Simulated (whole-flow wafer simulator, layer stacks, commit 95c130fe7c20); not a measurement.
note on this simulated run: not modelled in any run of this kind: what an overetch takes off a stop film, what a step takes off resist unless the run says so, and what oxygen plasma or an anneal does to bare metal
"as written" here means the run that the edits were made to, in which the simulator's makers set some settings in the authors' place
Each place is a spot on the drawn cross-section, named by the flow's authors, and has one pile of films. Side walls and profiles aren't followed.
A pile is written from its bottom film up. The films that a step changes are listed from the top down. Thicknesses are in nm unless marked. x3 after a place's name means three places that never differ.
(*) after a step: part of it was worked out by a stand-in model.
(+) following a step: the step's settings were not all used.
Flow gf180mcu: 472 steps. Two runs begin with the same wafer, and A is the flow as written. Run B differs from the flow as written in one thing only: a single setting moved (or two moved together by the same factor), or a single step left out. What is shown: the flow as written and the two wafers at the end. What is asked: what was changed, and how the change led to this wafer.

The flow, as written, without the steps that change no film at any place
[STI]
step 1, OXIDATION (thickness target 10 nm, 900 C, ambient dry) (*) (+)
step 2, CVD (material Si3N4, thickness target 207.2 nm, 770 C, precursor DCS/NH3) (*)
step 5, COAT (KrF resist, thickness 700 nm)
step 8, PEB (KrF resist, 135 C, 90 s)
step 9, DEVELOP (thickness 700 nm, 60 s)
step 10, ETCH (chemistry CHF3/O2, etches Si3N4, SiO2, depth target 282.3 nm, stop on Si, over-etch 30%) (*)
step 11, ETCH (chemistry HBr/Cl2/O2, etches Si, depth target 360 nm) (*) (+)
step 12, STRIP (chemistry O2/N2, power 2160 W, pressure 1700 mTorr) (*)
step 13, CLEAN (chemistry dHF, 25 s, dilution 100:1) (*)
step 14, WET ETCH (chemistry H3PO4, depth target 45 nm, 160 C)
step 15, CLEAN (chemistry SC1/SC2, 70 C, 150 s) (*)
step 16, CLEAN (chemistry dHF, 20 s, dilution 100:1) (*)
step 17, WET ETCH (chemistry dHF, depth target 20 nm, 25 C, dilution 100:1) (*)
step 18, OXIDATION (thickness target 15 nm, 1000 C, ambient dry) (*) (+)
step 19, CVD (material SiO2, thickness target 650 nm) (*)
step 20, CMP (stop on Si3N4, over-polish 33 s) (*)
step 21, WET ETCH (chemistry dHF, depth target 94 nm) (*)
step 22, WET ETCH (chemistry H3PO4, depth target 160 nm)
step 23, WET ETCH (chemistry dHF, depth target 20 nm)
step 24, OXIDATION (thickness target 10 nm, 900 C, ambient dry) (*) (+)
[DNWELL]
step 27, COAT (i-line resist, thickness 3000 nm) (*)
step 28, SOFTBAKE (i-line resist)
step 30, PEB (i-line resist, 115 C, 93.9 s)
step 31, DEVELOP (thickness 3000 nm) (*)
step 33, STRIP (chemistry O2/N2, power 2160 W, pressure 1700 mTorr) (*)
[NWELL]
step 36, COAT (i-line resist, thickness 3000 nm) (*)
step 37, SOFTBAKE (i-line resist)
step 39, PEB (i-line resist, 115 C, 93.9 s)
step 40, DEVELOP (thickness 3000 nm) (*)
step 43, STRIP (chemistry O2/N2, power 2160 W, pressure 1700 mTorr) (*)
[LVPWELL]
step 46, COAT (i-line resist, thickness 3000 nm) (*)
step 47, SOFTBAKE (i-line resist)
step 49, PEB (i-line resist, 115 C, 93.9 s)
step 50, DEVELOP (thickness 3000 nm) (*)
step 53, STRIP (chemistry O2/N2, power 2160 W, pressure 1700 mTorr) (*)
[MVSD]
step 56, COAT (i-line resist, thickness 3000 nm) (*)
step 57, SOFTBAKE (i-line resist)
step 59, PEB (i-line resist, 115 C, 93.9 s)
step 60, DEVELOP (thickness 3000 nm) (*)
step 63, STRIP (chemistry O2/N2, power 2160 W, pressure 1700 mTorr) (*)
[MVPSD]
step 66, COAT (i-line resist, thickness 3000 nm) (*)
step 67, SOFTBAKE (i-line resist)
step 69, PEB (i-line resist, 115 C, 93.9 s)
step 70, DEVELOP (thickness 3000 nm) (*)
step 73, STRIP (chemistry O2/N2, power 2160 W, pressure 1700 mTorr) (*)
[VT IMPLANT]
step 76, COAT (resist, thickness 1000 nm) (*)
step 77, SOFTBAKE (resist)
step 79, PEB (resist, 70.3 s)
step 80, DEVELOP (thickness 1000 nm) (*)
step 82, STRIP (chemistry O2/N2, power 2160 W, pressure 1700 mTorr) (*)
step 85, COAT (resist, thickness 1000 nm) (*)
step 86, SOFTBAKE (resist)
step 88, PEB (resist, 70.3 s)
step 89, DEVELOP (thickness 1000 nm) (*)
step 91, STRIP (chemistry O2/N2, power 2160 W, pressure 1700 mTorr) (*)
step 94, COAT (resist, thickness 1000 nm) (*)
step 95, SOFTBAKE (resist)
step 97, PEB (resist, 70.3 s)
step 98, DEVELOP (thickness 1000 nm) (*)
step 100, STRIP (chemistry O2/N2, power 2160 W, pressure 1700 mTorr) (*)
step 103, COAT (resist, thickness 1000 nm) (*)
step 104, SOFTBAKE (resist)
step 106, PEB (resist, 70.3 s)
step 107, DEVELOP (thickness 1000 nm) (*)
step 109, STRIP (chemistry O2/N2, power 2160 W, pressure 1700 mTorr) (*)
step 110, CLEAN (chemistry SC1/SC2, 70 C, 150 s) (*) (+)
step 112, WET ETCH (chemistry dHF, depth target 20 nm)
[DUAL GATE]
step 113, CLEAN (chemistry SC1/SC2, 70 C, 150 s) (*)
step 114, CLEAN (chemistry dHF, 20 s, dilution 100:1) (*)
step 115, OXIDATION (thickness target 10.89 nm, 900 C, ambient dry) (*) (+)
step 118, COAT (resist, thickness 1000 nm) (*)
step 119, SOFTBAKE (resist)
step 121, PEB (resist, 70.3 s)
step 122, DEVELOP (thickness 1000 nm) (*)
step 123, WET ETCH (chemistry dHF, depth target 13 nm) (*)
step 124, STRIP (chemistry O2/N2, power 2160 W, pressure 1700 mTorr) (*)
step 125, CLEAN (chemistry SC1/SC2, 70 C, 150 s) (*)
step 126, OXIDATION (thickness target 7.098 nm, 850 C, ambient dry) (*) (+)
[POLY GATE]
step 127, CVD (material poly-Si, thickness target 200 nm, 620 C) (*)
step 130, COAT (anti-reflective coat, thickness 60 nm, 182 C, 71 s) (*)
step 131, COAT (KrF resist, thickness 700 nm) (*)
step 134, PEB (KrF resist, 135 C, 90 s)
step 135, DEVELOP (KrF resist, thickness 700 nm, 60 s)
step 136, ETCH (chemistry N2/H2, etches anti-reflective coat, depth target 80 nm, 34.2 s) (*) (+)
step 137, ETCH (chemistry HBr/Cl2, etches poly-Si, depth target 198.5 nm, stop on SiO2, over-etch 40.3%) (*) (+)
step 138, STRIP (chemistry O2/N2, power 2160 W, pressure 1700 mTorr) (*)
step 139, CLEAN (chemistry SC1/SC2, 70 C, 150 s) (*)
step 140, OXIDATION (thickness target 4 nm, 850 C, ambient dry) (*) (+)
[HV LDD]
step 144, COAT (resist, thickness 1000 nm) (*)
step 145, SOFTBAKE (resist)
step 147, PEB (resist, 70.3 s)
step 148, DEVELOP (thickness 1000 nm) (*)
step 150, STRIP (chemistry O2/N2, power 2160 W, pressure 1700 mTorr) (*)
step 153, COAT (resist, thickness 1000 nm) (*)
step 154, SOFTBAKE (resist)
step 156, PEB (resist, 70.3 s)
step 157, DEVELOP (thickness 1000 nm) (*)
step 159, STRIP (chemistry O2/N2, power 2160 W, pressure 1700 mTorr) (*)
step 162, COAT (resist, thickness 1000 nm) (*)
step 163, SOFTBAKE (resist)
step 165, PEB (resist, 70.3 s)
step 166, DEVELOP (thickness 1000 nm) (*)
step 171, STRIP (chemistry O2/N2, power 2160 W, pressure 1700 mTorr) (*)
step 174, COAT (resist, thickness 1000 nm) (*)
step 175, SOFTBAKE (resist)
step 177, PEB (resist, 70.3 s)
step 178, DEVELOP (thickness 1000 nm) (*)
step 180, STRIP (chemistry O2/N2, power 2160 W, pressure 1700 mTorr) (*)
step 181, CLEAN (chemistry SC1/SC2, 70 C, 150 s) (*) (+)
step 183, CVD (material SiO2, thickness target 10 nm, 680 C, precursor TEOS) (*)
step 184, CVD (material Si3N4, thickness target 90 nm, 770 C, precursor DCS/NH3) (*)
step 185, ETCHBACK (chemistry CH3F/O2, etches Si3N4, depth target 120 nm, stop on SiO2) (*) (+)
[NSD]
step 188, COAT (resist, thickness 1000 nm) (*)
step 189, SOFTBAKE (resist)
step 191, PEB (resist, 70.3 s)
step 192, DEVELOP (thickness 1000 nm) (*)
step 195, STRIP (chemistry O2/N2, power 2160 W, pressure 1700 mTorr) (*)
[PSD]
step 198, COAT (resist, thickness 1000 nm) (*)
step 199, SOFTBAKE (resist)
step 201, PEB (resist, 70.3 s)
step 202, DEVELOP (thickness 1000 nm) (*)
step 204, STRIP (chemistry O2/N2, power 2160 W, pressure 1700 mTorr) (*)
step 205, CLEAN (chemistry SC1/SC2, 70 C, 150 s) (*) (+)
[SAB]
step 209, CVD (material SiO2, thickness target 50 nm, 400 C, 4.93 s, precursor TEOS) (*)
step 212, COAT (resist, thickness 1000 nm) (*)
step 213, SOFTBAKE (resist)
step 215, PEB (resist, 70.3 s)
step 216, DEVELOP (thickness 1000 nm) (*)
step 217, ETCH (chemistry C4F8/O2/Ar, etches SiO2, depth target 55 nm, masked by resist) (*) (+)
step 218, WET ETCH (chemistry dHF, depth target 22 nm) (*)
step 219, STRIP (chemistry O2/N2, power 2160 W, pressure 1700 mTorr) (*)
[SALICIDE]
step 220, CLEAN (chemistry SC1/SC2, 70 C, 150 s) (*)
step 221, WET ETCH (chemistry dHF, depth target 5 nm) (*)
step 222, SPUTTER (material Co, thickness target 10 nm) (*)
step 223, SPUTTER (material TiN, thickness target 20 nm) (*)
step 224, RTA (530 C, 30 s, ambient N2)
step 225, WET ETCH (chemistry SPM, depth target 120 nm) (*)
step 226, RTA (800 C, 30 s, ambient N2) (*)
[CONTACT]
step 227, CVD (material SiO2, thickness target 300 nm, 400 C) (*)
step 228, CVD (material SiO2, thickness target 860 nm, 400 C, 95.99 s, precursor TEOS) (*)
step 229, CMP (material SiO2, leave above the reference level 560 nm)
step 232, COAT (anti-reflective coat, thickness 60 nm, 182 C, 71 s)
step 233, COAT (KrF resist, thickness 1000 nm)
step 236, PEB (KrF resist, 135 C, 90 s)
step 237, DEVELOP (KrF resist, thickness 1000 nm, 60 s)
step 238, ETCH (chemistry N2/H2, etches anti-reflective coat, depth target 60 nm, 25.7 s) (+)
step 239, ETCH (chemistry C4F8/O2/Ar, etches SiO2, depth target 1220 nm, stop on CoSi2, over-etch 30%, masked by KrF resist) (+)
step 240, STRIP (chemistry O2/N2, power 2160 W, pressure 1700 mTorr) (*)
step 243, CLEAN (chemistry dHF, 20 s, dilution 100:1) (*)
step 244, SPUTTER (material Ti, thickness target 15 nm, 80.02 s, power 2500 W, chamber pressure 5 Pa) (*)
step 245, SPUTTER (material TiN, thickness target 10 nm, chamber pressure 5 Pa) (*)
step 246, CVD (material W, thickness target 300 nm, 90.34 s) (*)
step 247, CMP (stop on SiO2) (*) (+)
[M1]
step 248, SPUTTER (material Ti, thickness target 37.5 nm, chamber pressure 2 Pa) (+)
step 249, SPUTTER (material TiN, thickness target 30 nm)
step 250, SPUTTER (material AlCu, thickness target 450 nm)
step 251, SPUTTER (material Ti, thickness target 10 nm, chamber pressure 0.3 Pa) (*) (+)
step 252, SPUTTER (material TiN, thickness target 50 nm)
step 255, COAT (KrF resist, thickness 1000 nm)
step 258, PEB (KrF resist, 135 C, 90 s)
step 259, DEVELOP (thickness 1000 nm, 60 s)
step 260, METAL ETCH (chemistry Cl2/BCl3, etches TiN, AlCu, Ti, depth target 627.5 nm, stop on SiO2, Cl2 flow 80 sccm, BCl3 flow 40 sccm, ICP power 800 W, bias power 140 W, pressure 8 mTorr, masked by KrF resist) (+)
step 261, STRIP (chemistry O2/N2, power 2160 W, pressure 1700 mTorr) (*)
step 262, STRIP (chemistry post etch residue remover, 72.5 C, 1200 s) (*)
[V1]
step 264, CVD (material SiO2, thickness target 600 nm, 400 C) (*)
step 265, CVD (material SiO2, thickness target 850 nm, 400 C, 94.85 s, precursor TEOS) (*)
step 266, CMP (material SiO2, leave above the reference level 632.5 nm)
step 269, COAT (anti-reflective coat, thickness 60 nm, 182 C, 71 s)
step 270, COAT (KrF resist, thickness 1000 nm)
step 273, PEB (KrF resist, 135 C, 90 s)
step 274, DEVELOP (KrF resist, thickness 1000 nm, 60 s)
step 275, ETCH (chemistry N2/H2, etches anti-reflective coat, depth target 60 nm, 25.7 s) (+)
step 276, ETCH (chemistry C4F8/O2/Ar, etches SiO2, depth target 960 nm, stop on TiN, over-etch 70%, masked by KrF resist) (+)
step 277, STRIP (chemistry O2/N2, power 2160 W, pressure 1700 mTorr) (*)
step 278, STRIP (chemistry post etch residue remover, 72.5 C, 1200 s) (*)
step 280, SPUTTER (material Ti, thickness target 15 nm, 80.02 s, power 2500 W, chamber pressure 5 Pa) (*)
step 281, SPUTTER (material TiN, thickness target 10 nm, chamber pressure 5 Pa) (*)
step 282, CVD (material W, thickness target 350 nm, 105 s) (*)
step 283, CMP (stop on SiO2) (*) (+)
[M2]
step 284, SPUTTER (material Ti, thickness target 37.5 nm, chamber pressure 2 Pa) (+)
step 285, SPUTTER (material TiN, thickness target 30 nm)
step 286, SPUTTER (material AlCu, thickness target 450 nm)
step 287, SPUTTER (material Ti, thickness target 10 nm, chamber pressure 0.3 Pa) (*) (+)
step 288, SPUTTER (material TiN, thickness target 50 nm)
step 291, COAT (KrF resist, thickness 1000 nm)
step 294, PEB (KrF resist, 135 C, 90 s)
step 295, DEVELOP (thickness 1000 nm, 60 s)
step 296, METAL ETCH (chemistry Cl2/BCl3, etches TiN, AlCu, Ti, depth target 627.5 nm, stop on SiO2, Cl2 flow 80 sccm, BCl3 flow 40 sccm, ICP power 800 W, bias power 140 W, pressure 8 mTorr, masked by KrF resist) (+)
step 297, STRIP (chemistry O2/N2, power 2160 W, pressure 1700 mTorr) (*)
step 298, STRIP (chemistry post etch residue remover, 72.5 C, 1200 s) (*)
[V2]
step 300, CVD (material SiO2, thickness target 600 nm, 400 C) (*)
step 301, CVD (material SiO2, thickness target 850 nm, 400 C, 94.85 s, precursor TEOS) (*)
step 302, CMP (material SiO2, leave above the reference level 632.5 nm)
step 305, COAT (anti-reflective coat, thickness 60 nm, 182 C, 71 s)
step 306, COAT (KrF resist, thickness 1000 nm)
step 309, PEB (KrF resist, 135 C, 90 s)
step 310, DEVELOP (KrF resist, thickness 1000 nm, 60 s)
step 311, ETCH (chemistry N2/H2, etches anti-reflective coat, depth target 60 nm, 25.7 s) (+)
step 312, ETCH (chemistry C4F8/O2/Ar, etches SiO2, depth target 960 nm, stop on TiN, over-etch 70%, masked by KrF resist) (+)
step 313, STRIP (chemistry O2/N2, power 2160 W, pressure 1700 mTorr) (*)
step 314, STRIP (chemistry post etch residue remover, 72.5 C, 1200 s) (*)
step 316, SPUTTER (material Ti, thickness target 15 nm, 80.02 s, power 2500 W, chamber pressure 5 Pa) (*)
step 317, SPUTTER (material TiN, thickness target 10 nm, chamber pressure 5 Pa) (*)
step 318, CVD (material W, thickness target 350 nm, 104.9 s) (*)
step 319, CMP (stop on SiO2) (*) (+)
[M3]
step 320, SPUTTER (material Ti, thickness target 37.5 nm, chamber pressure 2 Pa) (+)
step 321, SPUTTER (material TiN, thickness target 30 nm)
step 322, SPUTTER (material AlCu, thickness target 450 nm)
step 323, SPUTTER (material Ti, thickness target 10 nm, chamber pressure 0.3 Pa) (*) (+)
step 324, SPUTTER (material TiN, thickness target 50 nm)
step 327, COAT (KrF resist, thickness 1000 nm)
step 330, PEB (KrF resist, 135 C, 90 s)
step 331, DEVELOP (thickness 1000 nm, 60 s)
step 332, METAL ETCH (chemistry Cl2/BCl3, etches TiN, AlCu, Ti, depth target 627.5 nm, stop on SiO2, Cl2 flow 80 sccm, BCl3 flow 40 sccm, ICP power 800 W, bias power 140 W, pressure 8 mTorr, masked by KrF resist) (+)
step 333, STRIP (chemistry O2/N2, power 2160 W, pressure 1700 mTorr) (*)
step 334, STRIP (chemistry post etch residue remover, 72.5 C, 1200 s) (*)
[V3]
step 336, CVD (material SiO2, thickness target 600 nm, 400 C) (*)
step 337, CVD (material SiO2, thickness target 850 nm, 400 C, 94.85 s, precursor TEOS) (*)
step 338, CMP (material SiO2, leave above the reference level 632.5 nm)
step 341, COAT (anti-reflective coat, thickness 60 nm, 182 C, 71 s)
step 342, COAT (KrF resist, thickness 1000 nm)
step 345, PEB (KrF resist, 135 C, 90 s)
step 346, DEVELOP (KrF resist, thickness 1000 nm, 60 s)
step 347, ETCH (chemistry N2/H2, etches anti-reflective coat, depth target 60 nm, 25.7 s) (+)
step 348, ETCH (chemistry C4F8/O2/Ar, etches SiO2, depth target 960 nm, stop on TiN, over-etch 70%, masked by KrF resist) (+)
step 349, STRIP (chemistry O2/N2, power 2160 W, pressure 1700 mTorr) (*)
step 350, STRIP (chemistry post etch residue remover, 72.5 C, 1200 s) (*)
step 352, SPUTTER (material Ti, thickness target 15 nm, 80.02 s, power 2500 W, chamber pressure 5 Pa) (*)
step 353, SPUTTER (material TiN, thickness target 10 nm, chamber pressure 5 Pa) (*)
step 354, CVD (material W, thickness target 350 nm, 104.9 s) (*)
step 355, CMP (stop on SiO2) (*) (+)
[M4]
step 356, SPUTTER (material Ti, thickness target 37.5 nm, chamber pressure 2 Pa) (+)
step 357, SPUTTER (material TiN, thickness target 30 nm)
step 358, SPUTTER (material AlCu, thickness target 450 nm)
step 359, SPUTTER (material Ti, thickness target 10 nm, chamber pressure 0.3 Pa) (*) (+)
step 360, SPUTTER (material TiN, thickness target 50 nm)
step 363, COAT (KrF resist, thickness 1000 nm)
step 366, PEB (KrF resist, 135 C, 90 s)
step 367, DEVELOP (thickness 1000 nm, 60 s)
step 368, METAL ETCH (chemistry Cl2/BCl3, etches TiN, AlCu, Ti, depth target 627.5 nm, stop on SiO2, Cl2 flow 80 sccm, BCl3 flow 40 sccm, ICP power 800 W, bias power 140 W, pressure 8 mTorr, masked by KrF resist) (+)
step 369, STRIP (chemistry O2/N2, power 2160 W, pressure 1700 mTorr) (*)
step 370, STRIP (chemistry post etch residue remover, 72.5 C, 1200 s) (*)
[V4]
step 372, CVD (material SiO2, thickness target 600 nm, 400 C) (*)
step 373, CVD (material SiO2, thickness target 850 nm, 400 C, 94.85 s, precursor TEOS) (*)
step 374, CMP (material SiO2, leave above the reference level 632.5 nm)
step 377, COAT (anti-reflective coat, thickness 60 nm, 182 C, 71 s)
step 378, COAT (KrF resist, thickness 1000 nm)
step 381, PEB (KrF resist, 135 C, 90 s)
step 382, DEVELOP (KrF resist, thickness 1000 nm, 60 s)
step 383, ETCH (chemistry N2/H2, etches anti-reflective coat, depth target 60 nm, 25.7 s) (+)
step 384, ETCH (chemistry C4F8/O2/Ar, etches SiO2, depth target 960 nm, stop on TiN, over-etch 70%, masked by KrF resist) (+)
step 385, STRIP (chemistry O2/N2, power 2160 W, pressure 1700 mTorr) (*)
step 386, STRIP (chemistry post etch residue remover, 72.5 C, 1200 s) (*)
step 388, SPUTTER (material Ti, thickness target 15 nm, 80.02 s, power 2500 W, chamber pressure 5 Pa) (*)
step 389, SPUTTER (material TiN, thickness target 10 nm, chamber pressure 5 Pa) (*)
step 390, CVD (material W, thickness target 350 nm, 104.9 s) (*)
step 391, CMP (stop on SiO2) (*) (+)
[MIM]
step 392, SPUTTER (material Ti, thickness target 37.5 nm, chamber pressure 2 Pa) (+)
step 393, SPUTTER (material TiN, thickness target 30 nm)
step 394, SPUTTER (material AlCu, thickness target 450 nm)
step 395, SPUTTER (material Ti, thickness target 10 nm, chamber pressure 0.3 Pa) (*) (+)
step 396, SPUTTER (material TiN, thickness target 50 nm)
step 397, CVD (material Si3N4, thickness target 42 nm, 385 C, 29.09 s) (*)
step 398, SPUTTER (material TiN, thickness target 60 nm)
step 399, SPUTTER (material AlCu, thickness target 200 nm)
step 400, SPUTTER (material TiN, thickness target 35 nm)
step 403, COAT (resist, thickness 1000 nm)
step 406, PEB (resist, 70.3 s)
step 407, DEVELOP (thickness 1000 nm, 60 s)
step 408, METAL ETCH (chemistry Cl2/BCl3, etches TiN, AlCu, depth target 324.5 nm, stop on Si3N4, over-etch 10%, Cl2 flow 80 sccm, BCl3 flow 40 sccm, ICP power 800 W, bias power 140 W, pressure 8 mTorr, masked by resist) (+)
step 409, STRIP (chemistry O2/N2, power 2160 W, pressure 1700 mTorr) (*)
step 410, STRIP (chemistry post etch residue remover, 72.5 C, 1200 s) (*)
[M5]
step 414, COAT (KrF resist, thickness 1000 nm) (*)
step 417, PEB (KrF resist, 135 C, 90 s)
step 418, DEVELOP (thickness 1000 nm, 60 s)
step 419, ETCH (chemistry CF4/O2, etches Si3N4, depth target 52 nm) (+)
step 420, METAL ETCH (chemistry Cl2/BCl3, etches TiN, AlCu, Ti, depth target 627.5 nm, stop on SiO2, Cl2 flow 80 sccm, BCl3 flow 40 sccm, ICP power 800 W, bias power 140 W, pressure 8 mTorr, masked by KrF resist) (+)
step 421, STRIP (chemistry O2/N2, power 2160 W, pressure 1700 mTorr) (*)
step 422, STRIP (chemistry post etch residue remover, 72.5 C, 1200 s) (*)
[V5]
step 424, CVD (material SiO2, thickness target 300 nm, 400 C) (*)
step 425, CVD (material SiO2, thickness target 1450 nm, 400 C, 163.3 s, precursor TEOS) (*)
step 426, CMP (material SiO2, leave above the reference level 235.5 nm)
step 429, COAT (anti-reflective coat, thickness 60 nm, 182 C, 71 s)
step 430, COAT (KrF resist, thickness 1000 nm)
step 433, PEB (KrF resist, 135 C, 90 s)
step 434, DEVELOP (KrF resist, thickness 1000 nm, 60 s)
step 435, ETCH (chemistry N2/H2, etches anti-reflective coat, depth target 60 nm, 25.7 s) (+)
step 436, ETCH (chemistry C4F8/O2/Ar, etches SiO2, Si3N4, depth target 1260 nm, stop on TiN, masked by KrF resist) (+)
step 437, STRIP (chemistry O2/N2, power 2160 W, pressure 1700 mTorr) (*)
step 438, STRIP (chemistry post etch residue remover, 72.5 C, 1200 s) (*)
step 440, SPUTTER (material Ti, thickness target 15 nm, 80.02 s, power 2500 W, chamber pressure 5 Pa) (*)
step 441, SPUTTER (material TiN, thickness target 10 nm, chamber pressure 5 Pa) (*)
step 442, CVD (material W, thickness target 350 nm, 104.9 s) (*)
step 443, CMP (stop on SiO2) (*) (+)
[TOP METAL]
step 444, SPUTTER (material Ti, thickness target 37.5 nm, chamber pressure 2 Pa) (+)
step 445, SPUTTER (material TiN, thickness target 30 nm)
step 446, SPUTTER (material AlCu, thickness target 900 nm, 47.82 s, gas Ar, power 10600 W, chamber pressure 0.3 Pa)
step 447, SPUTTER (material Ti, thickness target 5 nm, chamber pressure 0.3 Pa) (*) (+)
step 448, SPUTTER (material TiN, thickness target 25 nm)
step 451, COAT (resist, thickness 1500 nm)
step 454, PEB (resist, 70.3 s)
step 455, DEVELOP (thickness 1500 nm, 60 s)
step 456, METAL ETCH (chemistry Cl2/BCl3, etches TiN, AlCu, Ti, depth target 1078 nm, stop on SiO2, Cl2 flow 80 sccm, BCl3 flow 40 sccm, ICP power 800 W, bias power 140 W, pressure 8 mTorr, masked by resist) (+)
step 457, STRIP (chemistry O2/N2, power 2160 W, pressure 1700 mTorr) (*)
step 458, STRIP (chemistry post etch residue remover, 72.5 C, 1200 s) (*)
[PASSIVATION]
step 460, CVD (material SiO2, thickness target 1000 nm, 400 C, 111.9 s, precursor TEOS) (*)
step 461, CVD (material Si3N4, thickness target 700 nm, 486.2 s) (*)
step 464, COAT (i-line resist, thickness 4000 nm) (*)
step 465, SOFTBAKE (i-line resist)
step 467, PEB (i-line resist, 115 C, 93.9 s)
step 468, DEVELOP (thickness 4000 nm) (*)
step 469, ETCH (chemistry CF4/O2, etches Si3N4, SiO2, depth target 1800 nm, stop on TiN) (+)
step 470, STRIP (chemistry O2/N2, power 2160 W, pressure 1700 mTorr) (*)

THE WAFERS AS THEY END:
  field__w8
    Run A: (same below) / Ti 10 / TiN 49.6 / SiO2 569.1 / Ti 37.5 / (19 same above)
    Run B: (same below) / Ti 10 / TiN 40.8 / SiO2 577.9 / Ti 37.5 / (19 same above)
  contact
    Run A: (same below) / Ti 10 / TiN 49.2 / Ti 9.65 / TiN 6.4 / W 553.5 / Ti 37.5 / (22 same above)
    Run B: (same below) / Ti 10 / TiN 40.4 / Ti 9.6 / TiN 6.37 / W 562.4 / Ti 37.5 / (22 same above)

The reason: step 324, SPUTTER: thickness target 41.2 nm was run, though the flow has thickness target 50 nm.

The path from the change to this, step by step:
  step 324, SPUTTER (material TiN, thickness target 50 nm)
      field, field__w1, field__w2 and 108 more: A TiN gains 50 (new film) | B TiN gains 41.2 (new film)
  step 332, METAL ETCH (chemistry Cl2/BCl3, etches TiN, AlCu, Ti, depth target 627.5 nm, stop on SiO2, Cl2 flow 80 sccm, BCl3 flow 40 sccm, ICP power 800 W, bias power 140 W, pressure 8 mTorr, masked by KrF resist) (+)
      field, field__w1, field__w2 and 103 more: A TiN loses 50 (all of it), Ti loses 10 (all of it), AlCu loses 450 (all of it), TiN loses 30 (all of it), Ti loses 37.5 (all of it) | B TiN loses 41.2 (all of it), Ti loses 10 (all of it), AlCu loses 450 (all of it), TiN loses 30 (all of it), Ti loses 37.5 (all of it)
